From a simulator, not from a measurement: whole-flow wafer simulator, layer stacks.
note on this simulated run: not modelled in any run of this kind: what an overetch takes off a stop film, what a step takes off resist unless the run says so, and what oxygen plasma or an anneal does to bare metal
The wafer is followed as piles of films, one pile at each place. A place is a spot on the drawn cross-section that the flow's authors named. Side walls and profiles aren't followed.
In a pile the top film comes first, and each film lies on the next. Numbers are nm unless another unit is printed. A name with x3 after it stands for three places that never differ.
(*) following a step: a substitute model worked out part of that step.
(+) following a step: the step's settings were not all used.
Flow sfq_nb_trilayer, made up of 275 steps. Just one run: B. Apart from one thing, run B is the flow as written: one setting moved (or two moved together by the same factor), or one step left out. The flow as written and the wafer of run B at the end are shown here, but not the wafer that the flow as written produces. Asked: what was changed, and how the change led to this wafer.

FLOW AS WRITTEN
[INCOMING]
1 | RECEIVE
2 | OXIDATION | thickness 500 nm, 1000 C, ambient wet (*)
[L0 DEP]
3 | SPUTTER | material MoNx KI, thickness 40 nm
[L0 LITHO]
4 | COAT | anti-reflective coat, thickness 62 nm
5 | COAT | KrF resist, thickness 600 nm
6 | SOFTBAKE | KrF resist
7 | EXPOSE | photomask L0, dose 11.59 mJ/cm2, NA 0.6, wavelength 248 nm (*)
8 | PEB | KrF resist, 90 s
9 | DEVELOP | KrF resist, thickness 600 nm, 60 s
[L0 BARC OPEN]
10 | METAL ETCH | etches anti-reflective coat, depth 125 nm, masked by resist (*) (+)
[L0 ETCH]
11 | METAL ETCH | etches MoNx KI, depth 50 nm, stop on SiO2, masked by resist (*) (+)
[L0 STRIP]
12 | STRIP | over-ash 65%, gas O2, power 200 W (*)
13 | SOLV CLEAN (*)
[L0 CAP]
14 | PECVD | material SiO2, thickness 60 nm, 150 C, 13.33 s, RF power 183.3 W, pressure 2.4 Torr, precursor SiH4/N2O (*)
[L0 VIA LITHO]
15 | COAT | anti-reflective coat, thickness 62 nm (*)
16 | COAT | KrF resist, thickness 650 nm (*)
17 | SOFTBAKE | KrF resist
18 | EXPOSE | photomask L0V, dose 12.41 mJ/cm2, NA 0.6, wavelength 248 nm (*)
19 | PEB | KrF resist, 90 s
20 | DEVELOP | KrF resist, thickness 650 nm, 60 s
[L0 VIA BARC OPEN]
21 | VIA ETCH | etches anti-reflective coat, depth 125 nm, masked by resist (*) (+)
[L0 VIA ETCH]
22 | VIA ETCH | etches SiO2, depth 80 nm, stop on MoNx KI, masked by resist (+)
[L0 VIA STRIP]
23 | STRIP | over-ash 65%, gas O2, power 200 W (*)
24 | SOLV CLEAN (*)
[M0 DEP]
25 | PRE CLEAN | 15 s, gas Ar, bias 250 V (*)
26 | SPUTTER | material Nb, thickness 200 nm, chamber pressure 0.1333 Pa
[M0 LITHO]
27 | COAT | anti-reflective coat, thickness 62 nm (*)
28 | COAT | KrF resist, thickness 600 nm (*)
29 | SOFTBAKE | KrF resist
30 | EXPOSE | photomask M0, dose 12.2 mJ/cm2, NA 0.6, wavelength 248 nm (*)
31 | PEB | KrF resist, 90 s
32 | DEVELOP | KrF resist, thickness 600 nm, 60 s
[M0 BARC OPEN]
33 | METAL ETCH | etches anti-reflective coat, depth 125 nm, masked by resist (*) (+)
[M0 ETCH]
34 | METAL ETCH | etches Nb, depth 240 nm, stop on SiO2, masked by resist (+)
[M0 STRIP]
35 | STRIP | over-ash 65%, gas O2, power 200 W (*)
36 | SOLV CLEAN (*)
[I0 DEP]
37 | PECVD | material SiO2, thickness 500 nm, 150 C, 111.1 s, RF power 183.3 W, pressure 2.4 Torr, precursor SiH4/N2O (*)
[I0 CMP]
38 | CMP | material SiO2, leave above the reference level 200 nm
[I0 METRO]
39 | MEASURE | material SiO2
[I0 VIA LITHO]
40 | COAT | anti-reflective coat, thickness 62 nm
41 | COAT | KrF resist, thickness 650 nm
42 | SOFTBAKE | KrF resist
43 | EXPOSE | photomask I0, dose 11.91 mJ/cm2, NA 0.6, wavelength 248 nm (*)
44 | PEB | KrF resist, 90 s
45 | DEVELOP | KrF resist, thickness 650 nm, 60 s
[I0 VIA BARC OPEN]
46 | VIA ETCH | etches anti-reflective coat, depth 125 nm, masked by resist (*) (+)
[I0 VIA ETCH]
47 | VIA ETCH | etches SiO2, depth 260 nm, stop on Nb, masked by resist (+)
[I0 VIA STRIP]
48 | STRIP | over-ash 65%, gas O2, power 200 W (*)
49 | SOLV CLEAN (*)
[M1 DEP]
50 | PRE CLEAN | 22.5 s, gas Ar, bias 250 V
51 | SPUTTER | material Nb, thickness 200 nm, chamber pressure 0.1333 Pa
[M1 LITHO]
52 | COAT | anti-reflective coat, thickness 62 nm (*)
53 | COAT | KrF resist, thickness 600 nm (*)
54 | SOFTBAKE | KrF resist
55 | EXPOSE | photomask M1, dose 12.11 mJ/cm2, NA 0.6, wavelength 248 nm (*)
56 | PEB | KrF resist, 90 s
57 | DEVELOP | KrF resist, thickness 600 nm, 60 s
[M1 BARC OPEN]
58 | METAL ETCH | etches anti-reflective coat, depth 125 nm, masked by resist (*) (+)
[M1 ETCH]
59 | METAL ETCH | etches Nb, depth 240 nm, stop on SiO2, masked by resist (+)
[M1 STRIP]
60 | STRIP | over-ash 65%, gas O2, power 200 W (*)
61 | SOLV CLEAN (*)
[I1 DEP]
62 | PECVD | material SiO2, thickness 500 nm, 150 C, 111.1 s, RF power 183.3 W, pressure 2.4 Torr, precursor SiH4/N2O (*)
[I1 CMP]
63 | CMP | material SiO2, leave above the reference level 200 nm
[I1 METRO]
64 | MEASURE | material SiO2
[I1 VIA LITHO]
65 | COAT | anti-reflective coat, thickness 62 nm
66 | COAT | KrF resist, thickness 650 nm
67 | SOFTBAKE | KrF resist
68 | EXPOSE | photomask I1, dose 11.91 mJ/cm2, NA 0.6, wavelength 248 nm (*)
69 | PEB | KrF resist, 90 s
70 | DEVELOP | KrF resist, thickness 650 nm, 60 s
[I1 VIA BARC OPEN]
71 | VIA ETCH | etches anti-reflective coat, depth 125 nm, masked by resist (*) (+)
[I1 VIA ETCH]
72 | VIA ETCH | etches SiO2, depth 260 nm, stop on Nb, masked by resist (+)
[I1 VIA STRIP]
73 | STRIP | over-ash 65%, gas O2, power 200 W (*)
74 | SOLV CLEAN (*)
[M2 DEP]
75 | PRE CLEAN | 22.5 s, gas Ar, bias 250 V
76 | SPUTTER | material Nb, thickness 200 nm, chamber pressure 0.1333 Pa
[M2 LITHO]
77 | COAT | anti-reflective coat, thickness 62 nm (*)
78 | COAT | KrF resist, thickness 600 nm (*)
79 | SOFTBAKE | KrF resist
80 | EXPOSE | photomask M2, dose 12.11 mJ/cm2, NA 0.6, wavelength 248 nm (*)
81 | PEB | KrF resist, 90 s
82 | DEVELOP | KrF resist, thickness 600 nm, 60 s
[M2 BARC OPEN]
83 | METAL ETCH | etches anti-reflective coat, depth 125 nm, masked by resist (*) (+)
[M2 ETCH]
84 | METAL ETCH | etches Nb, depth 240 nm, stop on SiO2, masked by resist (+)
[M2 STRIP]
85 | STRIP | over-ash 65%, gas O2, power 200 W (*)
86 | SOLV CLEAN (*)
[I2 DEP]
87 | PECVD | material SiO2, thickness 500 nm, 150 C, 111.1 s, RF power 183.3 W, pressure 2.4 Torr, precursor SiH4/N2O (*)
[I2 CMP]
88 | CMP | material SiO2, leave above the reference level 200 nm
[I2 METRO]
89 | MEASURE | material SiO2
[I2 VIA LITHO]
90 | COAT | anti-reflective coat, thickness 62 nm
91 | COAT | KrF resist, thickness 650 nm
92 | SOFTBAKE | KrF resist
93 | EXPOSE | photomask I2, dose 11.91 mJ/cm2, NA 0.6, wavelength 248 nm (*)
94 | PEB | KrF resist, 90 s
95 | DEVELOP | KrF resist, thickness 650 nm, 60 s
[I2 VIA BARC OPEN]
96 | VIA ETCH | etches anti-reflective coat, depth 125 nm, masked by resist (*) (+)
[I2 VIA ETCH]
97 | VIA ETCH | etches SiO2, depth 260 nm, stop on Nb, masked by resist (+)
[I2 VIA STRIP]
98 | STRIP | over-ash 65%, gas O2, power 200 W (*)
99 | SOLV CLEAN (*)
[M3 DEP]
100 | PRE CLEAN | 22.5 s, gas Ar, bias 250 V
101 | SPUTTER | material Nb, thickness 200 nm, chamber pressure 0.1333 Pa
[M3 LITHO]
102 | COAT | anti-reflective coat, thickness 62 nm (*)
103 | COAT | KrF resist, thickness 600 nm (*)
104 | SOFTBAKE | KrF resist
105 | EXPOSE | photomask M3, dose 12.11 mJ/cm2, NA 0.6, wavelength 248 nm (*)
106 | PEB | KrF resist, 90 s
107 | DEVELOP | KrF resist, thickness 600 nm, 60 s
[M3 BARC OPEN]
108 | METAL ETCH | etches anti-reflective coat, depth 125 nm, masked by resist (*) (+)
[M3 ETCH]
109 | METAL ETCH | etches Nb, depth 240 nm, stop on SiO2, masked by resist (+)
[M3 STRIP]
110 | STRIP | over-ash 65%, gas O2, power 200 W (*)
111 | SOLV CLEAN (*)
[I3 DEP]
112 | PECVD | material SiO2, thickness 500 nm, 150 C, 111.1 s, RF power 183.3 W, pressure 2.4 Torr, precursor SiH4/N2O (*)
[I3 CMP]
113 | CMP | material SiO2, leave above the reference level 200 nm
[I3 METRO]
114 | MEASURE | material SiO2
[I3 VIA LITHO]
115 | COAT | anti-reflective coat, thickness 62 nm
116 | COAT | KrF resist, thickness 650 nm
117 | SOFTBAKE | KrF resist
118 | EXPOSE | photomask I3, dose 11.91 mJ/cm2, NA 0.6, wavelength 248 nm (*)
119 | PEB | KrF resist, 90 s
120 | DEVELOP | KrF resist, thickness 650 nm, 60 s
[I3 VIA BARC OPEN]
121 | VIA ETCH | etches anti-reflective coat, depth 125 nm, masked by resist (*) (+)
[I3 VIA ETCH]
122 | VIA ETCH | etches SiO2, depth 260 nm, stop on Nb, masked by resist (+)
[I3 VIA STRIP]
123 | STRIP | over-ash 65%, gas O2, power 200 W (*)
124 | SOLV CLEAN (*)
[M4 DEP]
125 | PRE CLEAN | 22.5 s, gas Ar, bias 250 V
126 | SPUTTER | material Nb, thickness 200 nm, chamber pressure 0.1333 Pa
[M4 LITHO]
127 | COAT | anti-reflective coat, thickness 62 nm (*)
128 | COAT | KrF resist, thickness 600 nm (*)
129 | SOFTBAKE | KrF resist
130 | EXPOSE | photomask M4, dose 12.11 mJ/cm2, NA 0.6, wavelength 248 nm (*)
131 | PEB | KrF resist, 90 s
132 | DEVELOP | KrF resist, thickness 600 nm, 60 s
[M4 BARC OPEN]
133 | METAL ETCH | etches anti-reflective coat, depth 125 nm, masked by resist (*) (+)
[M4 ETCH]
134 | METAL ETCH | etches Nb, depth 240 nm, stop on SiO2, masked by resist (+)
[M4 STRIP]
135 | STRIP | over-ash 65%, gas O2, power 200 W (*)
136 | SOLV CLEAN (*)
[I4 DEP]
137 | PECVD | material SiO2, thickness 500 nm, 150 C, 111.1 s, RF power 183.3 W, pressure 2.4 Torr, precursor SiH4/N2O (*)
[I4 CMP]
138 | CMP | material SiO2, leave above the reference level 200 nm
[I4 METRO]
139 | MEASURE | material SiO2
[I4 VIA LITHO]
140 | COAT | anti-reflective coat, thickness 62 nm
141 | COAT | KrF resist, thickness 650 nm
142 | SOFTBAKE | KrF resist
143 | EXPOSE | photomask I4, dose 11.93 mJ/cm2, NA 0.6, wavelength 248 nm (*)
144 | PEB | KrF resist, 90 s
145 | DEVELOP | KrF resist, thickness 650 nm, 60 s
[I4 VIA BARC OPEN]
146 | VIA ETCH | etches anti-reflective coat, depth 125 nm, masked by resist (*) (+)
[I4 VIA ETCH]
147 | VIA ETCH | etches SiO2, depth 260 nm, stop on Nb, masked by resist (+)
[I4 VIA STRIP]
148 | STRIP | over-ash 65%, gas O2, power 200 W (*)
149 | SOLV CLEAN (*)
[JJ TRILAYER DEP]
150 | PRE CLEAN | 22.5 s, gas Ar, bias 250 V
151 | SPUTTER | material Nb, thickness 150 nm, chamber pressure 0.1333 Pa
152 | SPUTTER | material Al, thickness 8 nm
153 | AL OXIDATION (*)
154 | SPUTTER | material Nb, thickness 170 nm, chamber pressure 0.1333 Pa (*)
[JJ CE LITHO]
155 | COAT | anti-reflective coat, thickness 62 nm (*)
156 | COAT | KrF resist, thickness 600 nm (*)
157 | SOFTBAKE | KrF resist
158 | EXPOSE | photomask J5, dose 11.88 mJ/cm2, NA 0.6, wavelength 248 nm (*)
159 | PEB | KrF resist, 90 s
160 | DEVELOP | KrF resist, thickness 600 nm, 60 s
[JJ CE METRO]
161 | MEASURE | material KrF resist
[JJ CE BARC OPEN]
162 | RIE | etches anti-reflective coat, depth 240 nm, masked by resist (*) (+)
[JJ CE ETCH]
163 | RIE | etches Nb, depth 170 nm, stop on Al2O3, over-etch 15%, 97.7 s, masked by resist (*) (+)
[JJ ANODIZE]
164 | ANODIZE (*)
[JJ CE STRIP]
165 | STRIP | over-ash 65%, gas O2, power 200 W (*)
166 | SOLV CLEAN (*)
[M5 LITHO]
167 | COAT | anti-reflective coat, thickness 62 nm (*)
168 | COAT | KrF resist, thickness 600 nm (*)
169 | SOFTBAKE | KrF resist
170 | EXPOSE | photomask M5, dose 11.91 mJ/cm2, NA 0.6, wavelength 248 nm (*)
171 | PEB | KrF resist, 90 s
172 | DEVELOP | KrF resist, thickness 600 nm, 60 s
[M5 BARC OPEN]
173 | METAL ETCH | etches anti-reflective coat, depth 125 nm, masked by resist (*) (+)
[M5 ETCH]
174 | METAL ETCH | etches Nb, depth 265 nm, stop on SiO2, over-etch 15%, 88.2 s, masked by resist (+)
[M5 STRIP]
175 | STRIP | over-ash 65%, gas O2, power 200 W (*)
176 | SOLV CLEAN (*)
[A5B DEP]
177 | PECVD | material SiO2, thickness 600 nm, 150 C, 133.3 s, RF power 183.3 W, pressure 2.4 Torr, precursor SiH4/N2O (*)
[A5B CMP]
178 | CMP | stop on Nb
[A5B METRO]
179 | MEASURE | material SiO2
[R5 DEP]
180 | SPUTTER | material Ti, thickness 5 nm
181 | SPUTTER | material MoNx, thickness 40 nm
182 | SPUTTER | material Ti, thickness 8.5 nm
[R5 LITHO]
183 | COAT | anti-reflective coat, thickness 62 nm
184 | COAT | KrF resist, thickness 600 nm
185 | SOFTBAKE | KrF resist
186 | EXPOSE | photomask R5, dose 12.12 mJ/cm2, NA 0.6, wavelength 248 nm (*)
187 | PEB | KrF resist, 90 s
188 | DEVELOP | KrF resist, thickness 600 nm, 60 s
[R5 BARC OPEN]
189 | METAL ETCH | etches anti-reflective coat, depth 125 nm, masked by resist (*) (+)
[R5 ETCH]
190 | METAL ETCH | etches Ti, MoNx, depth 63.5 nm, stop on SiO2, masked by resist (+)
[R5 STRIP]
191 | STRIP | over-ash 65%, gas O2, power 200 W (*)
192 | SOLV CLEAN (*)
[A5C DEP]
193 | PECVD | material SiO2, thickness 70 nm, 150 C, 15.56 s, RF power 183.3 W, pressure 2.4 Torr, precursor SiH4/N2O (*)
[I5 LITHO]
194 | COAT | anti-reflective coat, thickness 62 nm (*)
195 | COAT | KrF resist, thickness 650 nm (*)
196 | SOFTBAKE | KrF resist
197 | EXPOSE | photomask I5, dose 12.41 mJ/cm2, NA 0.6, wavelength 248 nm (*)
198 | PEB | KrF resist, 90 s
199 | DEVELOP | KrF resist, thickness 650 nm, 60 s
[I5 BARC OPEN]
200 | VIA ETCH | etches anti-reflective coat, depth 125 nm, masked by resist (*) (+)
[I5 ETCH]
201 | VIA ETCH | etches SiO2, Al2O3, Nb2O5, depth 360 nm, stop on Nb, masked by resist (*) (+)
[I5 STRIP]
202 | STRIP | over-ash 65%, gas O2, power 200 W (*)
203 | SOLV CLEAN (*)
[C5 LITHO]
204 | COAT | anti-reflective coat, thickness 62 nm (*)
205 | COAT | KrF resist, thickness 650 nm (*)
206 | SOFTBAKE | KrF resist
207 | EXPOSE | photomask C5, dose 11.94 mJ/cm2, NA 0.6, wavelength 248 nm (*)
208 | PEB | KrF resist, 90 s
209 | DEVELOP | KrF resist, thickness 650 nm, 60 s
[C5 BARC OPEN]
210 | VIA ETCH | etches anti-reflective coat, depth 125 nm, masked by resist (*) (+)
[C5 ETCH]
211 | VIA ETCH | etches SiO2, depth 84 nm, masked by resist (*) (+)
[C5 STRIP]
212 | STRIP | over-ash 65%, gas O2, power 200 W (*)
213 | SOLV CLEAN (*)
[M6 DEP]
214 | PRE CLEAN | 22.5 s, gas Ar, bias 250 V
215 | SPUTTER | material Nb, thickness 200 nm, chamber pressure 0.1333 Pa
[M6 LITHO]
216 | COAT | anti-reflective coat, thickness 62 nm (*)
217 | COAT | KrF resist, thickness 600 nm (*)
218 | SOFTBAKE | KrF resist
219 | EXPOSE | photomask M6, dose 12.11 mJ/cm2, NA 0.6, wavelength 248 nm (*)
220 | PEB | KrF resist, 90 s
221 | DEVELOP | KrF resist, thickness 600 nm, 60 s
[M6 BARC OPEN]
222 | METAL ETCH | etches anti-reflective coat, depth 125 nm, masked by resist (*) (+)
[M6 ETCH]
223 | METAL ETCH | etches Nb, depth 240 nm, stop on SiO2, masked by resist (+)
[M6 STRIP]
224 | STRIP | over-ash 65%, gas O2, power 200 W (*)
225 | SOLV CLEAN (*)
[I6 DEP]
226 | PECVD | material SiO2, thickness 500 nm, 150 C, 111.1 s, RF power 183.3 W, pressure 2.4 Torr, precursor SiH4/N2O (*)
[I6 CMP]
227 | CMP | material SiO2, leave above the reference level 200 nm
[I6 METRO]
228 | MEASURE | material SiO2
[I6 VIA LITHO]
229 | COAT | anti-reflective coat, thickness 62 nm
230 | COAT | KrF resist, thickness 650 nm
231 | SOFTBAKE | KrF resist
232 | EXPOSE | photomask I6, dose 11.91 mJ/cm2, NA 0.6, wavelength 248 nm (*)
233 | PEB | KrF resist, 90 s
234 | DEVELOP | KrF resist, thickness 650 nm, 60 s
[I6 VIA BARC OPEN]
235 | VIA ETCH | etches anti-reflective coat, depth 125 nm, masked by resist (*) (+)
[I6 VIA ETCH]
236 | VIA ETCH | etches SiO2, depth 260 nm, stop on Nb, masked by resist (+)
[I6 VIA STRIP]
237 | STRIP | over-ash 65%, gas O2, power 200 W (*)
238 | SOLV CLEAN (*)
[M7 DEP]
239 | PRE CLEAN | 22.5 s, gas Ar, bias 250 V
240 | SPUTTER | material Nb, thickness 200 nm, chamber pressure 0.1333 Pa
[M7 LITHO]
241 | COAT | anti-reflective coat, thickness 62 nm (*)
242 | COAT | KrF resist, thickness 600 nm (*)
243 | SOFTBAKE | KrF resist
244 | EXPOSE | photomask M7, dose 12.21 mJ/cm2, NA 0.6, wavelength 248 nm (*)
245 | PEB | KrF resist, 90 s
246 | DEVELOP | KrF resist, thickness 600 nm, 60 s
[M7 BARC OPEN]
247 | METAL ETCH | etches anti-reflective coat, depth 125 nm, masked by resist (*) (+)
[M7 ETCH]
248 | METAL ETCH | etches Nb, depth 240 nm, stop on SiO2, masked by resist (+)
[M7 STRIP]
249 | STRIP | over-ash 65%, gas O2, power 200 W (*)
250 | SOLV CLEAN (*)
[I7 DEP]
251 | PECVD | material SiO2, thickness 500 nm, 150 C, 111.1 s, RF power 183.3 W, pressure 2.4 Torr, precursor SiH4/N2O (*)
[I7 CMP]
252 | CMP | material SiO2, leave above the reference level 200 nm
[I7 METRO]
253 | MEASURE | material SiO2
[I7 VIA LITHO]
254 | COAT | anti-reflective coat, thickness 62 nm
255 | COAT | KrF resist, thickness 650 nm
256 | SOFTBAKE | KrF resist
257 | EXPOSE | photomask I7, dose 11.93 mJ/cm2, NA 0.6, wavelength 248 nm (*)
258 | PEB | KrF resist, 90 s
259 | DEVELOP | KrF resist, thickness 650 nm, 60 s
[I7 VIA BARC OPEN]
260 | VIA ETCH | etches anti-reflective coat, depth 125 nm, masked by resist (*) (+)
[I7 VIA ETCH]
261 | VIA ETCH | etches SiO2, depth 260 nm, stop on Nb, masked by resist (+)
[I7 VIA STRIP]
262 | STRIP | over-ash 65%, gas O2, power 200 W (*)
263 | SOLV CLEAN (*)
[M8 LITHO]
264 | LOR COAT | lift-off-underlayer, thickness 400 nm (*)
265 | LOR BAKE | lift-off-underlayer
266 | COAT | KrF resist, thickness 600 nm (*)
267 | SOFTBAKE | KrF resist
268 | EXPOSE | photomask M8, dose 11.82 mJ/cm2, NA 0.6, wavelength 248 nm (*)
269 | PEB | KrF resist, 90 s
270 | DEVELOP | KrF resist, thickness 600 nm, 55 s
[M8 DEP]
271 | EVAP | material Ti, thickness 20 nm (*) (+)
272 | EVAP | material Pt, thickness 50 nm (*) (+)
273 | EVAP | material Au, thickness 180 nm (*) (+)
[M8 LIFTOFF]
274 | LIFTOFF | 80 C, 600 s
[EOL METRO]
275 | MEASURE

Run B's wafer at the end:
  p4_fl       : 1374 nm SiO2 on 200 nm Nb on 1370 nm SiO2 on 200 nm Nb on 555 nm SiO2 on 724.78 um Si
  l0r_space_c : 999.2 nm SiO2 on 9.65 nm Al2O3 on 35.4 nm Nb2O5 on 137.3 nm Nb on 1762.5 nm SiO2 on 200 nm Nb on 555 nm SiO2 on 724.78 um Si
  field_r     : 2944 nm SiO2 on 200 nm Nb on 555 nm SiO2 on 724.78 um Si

What caused this: step 152, SPUTTER: thickness 6.16 nm was run, though the flow has thickness 8 nm.

Step by step, how the change led to this:
  152 | SPUTTER | material Al, thickness 8 nm
      field_l, v_sur, via_sp and 100 more: +6.16 Al (new film) (as written it would have been: +8 Al (new film))
      via_wl, via_wr: +3.96 Al (new film) (as written it would have been: +5.14 Al (new film))
      (as well as at 1 more place)
  164 | ANODIZE (*)
      field_l, v_sur, via_sp and 96 more: +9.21 Al2O3, +35.4 Nb2O5 (new film), -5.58 Al (all of it), -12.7 Nb (as written it would have been: +12.2 Al2O3, +29.9 Nb2O5 (new film), -7.42 Al (all of it), -10.8 Nb)
      via_wl, via_wr: +5.57 Al2O3 (new film), +42.7 Nb2O5 (new film), -3.38 Al (all of it), -15.3 Nb (as written it would have been: +7.52 Al2O3 (new film), +39.2 Nb2O5 (new film), -4.56 Al (all of it), -14.1 Nb)
      (as well as at 1 more place)
  167 | COAT | anti-reflective coat, thickness 62 nm (*)
      ce_l: +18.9 anti-reflective coat (new film) (as written it would have been: +19.6 anti-reflective coat (new film))
      ce_r: +18.9 anti-reflective coat (new film) (as written it would have been: +19.7 anti-reflective coat (new film))
  174 | METAL ETCH | etches Nb, depth 265 nm, stop on SiO2, over-etch 15%, 88.2 s, masked by resist (+)
      field_l, r_sur, res and 50 more: -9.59 Al2O3 (all of it), -35.4 Nb2O5 (all of it), -137.3 Nb (all of it), -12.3 SiO2 (as written it would have been: -12.6 Al2O3 (all of it), -29.9 Nb2O5 (all of it), -139.2 Nb (all of it), -12.3 SiO2)
  175 | STRIP | over-ash 65%, gas O2, power 200 W (*)
      ce_l: -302 KrF resist (all of it), -18.9 anti-reflective coat (all of it) (as written it would have been: -299.6 KrF resist (all of it), -19.6 anti-reflective coat (all of it))
      ce_r: -302.2 KrF resist (all of it), -18.9 anti-reflective coat (all of it) (as written it would have been: -299.9 KrF resist (all of it), -19.7 anti-reflective coat (all of it))
  201 | VIA ETCH | etches SiO2, Al2O3, Nb2O5, depth 360 nm, stop on Nb, masked by resist (*) (+)
      be: -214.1 SiO2 (all of it), -9.65 Al2O3 (all of it), -35.4 Nb2O5 (all of it) (as written it would have been: -216.4 SiO2 (all of it), -12.7 Al2O3 (all of it), -29.9 Nb2O5 (all of it))
